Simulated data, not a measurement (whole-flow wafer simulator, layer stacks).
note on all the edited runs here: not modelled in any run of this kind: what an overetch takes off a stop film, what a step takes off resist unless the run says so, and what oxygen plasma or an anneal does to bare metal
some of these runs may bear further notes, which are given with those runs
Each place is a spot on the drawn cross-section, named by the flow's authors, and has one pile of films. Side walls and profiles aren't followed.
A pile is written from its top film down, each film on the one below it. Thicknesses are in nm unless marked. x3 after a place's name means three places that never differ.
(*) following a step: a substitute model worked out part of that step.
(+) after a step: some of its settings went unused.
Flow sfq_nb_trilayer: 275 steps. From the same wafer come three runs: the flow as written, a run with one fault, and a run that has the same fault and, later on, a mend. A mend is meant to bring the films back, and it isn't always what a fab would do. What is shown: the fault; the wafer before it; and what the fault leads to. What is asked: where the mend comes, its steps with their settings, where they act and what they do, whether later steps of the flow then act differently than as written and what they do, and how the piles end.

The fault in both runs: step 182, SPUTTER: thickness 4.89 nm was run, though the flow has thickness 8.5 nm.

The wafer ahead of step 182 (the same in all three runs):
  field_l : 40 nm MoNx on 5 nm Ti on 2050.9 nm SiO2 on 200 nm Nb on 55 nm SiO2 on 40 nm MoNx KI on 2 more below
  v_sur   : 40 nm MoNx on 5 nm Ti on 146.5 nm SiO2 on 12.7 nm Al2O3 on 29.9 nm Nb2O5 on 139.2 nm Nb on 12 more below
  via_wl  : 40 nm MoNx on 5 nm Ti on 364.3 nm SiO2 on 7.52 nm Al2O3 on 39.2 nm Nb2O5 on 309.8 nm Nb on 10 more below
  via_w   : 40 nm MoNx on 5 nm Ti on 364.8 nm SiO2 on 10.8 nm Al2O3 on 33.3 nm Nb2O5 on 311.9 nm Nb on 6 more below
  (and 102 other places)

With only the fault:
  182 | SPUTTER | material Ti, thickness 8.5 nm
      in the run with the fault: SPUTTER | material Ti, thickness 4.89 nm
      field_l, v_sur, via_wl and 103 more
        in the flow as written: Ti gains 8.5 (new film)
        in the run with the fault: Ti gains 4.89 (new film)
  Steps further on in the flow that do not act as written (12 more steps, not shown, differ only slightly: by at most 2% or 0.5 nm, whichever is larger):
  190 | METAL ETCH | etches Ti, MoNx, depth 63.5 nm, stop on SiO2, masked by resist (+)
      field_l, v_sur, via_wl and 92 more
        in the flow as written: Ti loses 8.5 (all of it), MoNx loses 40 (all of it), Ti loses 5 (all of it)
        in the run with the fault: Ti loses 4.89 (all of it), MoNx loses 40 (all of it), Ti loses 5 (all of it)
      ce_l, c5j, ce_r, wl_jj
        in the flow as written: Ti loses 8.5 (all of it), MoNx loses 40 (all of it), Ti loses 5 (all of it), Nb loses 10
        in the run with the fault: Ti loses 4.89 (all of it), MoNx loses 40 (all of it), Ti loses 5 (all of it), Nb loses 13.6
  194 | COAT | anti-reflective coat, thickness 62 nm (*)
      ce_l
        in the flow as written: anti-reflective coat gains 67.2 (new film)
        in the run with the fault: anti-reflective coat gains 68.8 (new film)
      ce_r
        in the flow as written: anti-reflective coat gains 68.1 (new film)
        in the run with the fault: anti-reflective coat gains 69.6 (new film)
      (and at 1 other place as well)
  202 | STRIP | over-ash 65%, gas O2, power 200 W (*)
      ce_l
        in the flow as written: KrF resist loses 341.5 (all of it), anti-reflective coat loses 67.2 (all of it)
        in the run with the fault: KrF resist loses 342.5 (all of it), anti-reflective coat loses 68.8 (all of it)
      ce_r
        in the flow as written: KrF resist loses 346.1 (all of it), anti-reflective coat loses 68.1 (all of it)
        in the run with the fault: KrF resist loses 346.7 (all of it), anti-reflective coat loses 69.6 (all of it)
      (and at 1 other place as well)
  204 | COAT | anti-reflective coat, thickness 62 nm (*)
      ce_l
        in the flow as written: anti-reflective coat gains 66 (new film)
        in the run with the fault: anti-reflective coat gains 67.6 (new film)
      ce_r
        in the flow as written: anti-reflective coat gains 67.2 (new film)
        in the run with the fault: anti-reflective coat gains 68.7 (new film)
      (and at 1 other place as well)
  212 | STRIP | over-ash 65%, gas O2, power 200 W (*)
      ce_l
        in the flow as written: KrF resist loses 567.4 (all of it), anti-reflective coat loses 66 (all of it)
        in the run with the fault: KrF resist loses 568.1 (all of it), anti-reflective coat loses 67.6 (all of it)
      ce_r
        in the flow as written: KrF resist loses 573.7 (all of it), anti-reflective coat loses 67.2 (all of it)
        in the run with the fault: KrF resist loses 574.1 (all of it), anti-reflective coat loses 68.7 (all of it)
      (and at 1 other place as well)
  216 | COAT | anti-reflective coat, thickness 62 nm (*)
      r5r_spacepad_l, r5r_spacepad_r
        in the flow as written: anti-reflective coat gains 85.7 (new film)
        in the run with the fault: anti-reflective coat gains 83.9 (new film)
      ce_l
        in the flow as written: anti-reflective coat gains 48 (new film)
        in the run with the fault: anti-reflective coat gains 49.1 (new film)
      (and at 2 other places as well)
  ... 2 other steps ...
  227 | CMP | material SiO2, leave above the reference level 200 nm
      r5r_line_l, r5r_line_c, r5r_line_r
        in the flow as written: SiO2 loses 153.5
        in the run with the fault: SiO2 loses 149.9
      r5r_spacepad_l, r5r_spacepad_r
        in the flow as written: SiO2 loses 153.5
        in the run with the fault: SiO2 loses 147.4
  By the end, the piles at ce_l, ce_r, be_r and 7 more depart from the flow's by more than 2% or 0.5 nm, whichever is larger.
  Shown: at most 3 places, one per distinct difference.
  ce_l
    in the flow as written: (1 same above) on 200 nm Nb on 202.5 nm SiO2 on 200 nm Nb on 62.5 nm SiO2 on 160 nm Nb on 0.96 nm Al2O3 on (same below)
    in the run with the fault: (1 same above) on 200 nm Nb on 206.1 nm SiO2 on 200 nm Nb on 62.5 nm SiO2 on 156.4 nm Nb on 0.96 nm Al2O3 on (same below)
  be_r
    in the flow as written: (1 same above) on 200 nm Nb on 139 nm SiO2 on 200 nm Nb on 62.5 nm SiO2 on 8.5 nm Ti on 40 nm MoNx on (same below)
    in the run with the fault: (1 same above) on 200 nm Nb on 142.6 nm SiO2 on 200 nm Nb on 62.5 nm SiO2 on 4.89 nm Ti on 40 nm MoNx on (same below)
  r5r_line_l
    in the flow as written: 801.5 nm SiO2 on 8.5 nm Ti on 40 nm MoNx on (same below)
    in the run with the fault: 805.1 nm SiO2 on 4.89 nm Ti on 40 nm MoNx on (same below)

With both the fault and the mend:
  The mend stands after step 188.
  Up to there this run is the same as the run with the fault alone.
  188a | STRIP | over-ash 65%, gas O2, power 200 W (*)
      field_l, v_sur, via_wl and 96 more
        anti-reflective coat loses 62 (all of it)
      be_r, r_sur, res, r_end, r5r_line_l, r5r_line_c, r5r_line_r
        KrF resist loses 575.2 (all of it), anti-reflective coat loses 62 (all of it)
  188b | SPUTTER | material Ti, thickness 3.61 nm (the flow's step 182, run once more with other settings)
      field_l, v_sur, via_wl and 103 more
        Ti gains 3.61
  188c | COAT | anti-reflective coat, thickness 62 nm (the flow's step 183, run once more)
      field_l, v_sur, via_wl and 103 more
        anti-reflective coat gains 62 (new film)
  188d | COAT | KrF resist, thickness 600 nm (the flow's step 184, run once more)
      field_l, v_sur, via_wl and 103 more
        KrF resist gains 600 (new film)
  188e | SOFTBAKE | KrF resist (the flow's step 185, run once more)
      leaves every film unchanged at each place that is followed
  188f | EXPOSE | photomask R5, dose 12.12 mJ/cm2, NA 0.6, wavelength 248 nm (*) (the flow's step 186, run once more)
      leaves every film unchanged at each place that is followed
  188g | PEB | KrF resist, 90 s (the flow's step 187, run once more)
      field_l, v_sur, via_wl and 103 more
        KrF resist loses 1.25
  188h | DEVELOP | KrF resist, thickness 600 nm, 60 s (the flow's step 188, run once more)
      field_l, v_sur, via_wl and 96 more
        KrF resist loses 598.7 (all of it)
      be_r, r_sur, res, r_end, r5r_line_l, r5r_line_c, r5r_line_r
        KrF resist loses 23.5
  None of the later steps of the flow acts differently than as written at any place that is followed.
  The piles end the same as the flow's at every place that both follow.
